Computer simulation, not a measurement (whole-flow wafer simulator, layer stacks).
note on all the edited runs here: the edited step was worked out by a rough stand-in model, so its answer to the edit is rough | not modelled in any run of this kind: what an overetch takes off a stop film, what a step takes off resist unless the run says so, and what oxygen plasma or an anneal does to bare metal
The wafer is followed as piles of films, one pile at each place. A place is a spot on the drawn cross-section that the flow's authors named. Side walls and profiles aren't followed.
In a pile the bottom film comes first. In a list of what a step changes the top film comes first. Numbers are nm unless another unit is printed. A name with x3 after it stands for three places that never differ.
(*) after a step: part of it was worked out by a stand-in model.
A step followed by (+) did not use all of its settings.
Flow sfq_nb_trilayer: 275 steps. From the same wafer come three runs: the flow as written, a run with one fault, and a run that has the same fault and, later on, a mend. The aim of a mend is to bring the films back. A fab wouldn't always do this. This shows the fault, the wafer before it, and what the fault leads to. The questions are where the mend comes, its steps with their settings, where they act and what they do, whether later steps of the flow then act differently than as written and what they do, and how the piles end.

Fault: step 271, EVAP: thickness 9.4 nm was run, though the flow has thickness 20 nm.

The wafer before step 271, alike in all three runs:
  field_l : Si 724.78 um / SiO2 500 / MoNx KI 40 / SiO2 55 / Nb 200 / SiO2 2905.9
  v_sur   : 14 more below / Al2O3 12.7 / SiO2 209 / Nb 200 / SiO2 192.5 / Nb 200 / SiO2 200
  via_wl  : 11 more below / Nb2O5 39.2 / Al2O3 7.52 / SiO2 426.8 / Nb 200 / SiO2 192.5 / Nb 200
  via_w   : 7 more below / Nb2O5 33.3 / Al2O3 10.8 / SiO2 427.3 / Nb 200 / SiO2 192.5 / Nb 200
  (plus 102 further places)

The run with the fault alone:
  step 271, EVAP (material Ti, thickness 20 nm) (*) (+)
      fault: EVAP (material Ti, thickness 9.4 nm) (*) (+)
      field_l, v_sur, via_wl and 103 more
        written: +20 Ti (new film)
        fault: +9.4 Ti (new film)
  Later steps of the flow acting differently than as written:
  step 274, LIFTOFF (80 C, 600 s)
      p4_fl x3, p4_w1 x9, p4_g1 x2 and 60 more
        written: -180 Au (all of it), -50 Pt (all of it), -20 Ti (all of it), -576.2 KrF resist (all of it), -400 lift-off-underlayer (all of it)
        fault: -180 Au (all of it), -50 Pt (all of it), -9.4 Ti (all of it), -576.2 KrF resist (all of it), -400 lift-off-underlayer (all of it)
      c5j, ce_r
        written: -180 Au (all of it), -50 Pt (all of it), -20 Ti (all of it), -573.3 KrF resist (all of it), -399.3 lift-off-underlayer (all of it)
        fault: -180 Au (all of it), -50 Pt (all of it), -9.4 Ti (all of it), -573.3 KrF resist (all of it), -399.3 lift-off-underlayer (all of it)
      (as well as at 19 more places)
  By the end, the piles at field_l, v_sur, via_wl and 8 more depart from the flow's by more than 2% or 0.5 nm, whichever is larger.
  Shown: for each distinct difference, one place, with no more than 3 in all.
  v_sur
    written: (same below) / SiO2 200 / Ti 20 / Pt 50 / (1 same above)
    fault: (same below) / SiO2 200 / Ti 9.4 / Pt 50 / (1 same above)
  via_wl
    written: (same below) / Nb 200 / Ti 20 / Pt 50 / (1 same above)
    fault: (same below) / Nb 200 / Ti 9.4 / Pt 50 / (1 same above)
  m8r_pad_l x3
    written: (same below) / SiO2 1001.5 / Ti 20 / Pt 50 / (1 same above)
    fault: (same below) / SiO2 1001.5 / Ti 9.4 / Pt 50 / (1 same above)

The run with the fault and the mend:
  The mend stands after step 271.
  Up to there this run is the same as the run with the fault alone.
  step 271a, EVAP (material Ti, thickness 10.6 nm) (*) (+) (the flow's step 271, run once more with other settings)
      field_l, v_sur, via_wl and 103 more
        +10.6 Ti
  None of the later steps of the flow acts differently than as written at any place that is followed.
  At every place that both follow, the piles at the end match the flow's.
